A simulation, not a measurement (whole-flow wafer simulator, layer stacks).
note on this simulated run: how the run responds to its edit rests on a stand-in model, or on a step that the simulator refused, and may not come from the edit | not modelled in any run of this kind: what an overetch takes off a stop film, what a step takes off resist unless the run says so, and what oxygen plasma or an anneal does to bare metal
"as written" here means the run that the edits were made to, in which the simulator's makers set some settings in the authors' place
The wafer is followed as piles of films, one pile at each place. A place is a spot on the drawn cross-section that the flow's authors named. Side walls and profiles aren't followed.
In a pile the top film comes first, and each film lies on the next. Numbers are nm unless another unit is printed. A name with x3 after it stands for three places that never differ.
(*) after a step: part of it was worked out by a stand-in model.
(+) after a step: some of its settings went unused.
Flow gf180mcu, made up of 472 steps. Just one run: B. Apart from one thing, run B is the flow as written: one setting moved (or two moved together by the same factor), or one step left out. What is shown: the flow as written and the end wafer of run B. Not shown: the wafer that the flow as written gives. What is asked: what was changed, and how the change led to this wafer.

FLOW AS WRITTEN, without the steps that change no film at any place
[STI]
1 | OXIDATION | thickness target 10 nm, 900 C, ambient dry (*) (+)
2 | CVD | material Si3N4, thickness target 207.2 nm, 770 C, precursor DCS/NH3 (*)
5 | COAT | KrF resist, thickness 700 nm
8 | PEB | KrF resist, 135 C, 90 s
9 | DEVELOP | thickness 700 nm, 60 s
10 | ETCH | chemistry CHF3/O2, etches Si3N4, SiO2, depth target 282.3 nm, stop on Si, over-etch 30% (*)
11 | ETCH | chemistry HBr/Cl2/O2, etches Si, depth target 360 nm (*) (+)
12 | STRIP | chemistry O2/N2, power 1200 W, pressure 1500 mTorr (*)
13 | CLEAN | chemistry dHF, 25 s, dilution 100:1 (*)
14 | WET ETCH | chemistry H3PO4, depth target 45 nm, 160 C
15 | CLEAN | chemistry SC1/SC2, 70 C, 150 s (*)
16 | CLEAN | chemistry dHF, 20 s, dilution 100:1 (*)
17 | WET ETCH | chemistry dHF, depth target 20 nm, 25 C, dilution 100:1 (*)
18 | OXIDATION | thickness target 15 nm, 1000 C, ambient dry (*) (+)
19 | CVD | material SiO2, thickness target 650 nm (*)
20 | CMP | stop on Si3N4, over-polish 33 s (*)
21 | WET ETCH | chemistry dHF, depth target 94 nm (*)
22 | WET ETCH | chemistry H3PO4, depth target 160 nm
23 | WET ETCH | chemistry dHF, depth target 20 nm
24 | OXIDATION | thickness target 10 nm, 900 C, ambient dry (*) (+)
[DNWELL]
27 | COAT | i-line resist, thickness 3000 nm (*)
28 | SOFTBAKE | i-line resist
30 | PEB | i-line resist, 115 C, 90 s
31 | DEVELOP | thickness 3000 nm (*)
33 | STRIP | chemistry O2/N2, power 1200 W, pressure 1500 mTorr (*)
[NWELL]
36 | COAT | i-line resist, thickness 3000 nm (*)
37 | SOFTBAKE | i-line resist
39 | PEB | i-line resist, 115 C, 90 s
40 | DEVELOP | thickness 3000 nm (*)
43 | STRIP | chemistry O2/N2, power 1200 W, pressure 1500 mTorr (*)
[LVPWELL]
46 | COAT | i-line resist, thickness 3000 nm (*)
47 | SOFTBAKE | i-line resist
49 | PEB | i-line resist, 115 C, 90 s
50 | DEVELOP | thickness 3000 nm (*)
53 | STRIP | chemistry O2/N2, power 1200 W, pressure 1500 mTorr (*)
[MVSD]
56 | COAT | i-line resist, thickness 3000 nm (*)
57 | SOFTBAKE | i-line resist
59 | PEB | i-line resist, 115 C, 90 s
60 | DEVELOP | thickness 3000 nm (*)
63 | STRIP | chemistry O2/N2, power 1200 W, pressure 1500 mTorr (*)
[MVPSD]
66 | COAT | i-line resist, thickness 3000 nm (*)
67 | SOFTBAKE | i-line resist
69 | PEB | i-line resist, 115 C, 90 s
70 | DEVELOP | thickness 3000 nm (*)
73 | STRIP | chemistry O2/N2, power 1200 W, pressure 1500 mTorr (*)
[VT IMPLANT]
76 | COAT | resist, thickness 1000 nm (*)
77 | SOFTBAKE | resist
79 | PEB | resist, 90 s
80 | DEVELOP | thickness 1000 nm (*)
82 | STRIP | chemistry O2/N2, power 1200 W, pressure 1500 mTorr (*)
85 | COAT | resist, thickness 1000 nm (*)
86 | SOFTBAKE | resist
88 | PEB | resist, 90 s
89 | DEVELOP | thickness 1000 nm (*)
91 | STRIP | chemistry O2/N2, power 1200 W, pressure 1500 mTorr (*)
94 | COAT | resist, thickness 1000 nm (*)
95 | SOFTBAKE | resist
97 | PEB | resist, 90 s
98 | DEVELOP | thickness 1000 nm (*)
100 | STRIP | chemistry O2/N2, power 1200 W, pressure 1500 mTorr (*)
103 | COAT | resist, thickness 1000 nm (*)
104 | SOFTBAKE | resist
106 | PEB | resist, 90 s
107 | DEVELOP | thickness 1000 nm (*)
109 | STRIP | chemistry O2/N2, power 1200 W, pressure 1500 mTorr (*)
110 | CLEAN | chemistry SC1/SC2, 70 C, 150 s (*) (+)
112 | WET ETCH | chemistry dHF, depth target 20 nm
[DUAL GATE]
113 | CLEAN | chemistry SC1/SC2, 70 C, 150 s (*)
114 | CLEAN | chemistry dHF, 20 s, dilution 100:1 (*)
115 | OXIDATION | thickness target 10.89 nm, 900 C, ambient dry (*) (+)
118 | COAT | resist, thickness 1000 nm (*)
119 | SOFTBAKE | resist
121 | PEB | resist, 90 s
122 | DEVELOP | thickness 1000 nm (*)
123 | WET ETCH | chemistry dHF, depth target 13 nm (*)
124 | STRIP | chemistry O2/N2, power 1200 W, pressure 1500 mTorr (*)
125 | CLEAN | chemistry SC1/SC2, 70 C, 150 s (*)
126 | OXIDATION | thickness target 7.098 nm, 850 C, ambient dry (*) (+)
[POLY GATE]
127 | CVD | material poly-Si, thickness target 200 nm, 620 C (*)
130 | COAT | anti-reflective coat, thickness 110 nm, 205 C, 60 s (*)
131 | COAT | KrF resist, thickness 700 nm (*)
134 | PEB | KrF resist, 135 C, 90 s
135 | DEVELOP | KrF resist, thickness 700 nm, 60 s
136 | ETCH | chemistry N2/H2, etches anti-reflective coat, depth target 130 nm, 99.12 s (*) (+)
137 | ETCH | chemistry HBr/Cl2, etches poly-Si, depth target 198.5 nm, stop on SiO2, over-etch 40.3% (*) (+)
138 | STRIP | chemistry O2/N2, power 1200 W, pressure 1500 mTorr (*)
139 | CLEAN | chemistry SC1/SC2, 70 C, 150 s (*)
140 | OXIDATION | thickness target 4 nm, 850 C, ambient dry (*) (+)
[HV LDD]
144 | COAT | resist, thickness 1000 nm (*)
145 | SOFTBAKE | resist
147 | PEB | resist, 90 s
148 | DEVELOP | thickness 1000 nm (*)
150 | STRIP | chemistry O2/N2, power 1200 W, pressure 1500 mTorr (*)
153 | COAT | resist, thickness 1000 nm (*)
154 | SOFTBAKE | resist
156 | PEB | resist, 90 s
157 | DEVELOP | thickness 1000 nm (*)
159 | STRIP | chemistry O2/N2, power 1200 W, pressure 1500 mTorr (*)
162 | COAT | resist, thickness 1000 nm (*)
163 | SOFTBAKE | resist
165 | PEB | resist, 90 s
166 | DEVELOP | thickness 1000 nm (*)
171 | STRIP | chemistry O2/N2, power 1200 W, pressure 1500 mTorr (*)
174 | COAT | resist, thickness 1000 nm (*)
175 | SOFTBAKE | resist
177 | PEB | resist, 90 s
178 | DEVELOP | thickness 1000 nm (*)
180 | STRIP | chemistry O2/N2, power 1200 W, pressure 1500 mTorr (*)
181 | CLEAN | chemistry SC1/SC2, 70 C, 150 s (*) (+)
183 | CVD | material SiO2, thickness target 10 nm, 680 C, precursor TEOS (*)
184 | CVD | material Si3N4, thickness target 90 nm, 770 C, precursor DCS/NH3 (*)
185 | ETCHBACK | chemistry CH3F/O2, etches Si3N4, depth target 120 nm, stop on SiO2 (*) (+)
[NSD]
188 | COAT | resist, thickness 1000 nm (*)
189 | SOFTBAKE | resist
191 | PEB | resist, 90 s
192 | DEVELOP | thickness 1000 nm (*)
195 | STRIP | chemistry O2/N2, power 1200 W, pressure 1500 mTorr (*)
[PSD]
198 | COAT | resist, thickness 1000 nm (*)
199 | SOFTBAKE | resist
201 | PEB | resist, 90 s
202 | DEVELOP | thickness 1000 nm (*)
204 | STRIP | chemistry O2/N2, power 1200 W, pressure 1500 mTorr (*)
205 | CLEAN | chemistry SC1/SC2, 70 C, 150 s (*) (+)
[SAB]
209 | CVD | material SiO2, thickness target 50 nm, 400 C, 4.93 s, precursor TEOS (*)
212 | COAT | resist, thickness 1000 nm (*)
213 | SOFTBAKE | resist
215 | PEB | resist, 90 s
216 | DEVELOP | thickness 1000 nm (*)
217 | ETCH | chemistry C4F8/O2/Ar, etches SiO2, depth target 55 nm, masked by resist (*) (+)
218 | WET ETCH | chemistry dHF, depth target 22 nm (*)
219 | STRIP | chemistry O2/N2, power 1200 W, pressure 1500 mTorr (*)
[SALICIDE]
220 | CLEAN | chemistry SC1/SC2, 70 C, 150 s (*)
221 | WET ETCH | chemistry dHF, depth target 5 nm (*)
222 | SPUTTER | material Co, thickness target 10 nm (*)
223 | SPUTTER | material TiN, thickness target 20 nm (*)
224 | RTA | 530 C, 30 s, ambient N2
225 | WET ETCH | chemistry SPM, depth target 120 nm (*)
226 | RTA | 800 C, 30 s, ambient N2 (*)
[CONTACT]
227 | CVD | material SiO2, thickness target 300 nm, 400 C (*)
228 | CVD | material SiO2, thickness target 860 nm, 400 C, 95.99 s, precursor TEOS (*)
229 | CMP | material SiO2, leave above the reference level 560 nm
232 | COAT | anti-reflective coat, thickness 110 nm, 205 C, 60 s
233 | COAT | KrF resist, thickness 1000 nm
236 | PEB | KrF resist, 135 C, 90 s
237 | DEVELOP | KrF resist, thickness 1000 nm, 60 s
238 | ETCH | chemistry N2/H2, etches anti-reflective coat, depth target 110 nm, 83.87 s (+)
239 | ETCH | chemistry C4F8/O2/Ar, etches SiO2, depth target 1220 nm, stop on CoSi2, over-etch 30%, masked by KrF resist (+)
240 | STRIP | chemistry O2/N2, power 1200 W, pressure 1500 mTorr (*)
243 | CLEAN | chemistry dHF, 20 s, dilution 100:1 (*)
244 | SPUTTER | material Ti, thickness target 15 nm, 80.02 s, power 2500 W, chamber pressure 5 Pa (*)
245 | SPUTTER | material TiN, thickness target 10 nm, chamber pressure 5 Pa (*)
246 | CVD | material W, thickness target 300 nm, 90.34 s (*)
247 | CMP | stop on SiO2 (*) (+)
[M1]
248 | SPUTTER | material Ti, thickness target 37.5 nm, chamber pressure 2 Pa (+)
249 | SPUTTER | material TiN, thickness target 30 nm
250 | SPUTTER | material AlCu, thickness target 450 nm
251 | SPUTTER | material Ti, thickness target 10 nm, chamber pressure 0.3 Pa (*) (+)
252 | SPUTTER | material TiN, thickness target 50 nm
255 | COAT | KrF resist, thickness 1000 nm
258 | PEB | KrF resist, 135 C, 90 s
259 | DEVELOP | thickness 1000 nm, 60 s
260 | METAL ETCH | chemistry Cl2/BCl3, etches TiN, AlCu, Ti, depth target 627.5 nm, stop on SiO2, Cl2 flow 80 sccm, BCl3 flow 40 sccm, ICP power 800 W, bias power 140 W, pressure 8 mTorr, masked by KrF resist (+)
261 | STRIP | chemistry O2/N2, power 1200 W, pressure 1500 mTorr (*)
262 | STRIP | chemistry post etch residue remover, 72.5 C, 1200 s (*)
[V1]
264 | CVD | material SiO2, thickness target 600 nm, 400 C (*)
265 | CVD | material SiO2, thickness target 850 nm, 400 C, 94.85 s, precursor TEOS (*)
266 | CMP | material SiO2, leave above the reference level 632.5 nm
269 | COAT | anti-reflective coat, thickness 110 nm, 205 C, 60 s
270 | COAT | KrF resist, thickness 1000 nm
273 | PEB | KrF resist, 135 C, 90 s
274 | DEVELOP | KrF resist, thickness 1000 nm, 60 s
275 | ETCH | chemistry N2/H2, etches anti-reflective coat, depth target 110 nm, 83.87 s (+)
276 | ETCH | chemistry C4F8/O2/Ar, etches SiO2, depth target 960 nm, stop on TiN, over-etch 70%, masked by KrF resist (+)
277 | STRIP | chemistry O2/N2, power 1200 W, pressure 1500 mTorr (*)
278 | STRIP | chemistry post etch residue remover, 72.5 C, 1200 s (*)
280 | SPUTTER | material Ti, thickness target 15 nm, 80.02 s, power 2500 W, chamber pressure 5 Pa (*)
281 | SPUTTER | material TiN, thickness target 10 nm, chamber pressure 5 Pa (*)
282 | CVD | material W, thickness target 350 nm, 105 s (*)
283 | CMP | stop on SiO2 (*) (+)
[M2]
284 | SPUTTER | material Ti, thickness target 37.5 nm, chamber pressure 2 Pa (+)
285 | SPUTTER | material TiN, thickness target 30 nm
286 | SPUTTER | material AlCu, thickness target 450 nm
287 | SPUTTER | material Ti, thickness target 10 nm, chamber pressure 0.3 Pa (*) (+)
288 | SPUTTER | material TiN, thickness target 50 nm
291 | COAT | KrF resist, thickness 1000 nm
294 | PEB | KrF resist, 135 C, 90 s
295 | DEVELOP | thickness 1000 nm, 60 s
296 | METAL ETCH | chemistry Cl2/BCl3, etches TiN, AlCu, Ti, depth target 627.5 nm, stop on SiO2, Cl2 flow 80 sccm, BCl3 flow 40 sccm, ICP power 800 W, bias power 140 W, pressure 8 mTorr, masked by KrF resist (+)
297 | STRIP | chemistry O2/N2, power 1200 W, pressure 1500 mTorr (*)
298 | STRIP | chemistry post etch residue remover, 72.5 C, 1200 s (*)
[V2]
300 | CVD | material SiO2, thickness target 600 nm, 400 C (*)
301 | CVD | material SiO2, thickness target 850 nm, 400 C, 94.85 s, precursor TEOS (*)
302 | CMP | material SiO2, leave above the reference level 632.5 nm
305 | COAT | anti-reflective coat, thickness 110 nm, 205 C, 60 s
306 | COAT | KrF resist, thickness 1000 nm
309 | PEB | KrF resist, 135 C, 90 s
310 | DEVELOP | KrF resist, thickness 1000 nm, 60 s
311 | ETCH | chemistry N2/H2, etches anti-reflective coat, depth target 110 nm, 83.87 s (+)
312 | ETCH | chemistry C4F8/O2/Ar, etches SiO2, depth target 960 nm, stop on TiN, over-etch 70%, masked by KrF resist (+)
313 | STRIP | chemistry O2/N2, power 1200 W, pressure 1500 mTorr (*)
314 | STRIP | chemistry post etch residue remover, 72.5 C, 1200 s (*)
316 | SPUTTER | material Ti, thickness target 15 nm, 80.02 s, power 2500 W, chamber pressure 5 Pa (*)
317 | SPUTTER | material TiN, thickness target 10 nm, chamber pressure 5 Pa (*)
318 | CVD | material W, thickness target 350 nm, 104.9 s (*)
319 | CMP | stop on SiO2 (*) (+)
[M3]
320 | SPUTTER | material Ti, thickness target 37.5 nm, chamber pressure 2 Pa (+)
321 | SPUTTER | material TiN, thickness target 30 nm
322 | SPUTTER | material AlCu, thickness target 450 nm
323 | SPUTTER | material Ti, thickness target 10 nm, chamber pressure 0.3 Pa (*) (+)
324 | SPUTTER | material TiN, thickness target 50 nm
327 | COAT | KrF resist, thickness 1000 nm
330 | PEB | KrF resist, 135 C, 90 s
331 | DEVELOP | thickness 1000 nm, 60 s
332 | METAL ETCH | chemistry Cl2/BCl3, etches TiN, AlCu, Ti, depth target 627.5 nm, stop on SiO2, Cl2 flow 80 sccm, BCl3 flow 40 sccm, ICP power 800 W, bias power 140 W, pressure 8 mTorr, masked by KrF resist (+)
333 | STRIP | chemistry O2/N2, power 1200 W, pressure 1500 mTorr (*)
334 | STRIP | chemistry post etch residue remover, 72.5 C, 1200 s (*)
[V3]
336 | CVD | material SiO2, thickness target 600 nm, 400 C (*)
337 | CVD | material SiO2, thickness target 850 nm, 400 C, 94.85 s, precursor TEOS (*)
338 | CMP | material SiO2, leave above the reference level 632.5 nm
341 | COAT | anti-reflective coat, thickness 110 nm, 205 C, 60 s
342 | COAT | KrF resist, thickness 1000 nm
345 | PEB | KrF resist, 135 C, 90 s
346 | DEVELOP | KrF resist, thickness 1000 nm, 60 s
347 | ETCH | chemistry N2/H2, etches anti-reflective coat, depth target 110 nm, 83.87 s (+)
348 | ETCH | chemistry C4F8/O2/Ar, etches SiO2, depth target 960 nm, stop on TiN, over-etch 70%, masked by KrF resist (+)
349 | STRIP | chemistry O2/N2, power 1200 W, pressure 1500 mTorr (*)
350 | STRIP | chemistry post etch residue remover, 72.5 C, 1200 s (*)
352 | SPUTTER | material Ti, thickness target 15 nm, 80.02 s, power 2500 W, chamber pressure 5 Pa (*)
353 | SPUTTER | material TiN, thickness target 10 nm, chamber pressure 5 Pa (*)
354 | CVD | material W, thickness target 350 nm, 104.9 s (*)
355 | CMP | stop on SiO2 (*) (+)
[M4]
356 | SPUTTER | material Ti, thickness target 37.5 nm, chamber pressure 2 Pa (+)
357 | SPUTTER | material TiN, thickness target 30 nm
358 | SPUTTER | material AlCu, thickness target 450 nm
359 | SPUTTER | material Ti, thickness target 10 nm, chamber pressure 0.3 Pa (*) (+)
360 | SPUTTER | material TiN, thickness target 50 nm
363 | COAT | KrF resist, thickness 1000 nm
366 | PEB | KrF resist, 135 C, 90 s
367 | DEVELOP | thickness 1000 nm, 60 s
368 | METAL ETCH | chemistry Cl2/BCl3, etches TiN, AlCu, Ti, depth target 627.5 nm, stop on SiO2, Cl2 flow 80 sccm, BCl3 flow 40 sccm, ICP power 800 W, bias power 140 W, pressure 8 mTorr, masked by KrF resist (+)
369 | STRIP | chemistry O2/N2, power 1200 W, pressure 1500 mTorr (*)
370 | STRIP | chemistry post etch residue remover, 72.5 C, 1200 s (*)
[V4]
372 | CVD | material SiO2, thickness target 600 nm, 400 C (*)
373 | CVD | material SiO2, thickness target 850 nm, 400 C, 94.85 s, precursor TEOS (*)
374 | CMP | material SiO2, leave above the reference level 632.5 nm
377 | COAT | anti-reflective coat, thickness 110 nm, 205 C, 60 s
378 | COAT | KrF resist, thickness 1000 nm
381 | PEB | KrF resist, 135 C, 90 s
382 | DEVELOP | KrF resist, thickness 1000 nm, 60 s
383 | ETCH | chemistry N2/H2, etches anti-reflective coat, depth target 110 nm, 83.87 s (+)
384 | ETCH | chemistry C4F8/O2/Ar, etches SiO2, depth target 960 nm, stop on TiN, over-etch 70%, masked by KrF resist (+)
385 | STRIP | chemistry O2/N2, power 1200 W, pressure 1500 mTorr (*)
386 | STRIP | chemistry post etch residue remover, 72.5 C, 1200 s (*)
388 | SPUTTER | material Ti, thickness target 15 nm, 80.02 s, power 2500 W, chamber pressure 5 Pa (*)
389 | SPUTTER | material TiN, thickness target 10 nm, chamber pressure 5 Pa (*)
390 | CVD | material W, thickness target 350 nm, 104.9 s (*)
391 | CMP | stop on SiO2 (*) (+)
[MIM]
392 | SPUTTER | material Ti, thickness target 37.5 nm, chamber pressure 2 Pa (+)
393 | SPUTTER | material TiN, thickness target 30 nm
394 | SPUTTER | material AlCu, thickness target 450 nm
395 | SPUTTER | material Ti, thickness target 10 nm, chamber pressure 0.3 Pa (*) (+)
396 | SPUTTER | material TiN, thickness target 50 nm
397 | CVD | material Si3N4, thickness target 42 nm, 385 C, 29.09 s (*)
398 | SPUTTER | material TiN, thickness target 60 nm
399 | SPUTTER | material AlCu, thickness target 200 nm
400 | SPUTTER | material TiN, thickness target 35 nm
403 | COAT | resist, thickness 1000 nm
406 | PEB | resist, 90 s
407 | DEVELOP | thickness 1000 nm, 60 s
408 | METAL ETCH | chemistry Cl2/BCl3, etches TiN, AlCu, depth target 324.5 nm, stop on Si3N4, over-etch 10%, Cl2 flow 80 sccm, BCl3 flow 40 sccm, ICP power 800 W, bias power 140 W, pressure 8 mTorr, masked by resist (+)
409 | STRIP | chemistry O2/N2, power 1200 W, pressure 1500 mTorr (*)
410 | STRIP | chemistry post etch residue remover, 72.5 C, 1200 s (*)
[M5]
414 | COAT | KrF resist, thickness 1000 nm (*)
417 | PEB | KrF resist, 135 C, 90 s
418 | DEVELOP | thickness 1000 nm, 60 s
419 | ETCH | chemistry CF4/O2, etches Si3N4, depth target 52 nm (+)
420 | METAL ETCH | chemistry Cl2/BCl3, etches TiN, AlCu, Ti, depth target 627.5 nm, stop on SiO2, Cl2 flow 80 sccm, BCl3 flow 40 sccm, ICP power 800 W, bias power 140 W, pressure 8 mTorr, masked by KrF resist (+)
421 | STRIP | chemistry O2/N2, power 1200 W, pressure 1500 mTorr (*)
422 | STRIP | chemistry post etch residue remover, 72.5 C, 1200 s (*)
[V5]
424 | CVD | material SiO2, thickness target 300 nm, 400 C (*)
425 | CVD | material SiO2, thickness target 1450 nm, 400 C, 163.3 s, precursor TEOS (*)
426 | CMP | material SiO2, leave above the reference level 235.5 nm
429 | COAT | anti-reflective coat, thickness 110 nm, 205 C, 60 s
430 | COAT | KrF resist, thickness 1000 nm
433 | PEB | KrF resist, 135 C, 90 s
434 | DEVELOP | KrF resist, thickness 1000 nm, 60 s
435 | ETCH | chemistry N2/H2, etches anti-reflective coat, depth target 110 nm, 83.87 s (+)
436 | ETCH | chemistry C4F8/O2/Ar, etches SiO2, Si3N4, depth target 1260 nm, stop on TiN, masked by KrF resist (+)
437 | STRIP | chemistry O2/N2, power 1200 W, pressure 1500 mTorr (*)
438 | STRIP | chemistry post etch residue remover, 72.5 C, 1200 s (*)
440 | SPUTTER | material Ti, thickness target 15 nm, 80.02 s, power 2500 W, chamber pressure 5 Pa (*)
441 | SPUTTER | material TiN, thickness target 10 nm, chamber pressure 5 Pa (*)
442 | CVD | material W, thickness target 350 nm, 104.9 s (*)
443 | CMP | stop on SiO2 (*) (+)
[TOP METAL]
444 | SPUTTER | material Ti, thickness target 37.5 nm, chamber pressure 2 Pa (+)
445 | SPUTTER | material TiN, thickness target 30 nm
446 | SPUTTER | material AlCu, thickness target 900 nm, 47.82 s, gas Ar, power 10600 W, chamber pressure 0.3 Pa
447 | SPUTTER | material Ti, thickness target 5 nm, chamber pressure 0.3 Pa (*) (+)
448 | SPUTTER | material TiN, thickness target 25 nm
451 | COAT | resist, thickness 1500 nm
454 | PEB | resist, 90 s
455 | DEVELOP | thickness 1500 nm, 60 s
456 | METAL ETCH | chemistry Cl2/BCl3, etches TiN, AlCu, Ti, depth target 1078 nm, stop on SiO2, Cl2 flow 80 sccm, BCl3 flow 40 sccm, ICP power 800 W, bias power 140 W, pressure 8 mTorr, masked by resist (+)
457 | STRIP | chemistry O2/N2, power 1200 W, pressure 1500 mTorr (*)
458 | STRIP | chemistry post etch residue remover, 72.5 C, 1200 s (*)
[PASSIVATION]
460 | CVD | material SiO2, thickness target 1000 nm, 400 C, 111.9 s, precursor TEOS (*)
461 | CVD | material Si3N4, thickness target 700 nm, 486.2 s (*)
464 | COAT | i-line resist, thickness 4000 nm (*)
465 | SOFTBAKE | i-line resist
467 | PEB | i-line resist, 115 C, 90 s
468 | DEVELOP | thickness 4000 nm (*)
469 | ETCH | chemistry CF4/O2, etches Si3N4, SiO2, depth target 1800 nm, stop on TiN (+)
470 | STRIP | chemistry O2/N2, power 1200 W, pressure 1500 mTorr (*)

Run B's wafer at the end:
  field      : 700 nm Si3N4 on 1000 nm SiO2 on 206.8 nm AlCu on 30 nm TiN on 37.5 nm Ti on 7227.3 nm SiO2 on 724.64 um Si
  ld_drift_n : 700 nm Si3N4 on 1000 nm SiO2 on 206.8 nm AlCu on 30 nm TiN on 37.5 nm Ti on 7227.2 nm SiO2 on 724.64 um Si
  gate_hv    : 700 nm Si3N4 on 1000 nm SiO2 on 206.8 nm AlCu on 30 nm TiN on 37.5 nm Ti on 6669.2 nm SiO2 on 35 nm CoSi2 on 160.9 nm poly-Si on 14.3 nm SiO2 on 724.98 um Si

The reason: step 446, SPUTTER: thickness target 1260 nm was run, while the flow as written has thickness target 900 nm.

How this came from the change, step by step:
  446 | SPUTTER | material AlCu, thickness target 900 nm, 47.82 s, gas Ar, power 10600 W, chamber pressure 0.3 Pa
      field, field__w1, field__w2 and 109 more: AlCu gains 1260 (new film) (in the flow as written it would be: AlCu gains 900 (new film))
  456 | METAL ETCH | chemistry Cl2/BCl3, etches TiN, AlCu, Ti, depth target 1078 nm, stop on SiO2, Cl2 flow 80 sccm, BCl3 flow 40 sccm, ICP power 800 W, bias power 140 W, pressure 8 mTorr, masked by resist (+)
      field, field__w1, field__w2 and 103 more: TiN loses 25 (all of it), Ti loses 5 (all of it), AlCu loses 1047.5 (in the flow as written it would be: TiN loses 25 (all of it), Ti loses 5 (all of it), AlCu loses 900 (all of it), TiN loses 30 (all of it), Ti loses 37.5 (all of it))
  458 | STRIP | chemistry post etch residue remover, 72.5 C, 1200 s (*)
      field, field__w1, field__w2 and 103 more: AlCu loses 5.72 (in the flow as written it would be: nothing)
  460 | CVD | material SiO2, thickness target 1000 nm, 400 C, 111.9 s, precursor TEOS (*)
      field, field__w1, field__w2 and 103 more: SiO2 gains 1000 (new film) (in the flow as written it would be: SiO2 gains 1000)
  464 | COAT | i-line resist, thickness 4000 nm (*)
      field__w8: i-line resist gains 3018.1 (new film) (in the flow as written it would be: i-line resist gains 3093.1 (new film))
      contact: i-line resist gains 3059.2 (new film) (in the flow as written it would be: i-line resist gains 3153.6 (new film))
      (as well as at 4 more places)
  465 | SOFTBAKE | i-line resist
      field__w5, field__w9: i-line resist gains 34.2 (in the flow as written it would be: i-line resist gains 37.3)
      field__w11, field__w13: i-line resist gains 35.5 (in the flow as written it would be: i-line resist gains 37.9)
      (as well as at 56 more places)
  467 | PEB | i-line resist, 115 C, 90 s
      field__w8, m1__w1: i-line resist loses 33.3 (in the flow as written it would be: i-line resist loses 34.7)
      contact, m1: i-line resist loses 33.6 (in the flow as written it would be: i-line resist loses 35.1)
      (as well as at 2 more places)
  468 | DEVELOP | thickness 4000 nm (*)
      pad: i-line resist loses 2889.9 (all of it) (in the flow as written it would be: i-line resist loses 2974.8 (all of it))
  470 | STRIP | chemistry O2/N2, power 1200 W, pressure 1500 mTorr (*)
      field__w8, m1__w1: i-line resist loses 1705.3 (all of it) (in the flow as written it would be: i-line resist loses 1787.7 (all of it))
      contact: i-line resist loses 1722 (all of it) (in the flow as written it would be: i-line resist loses 1811.2 (all of it))
      (as well as at 2 more places)
If metal films that touch count as one body, field has 1 body; the flow as written gives 0 bodies.
If metal films that touch count as one body, ld_drift_n has 1 body; the flow as written gives 0 bodies.
If metal films that touch count as one body, gate_hv has 2 bodies (between them, from the top down: SiO2 6669.2); the flow as written gives 1 body.
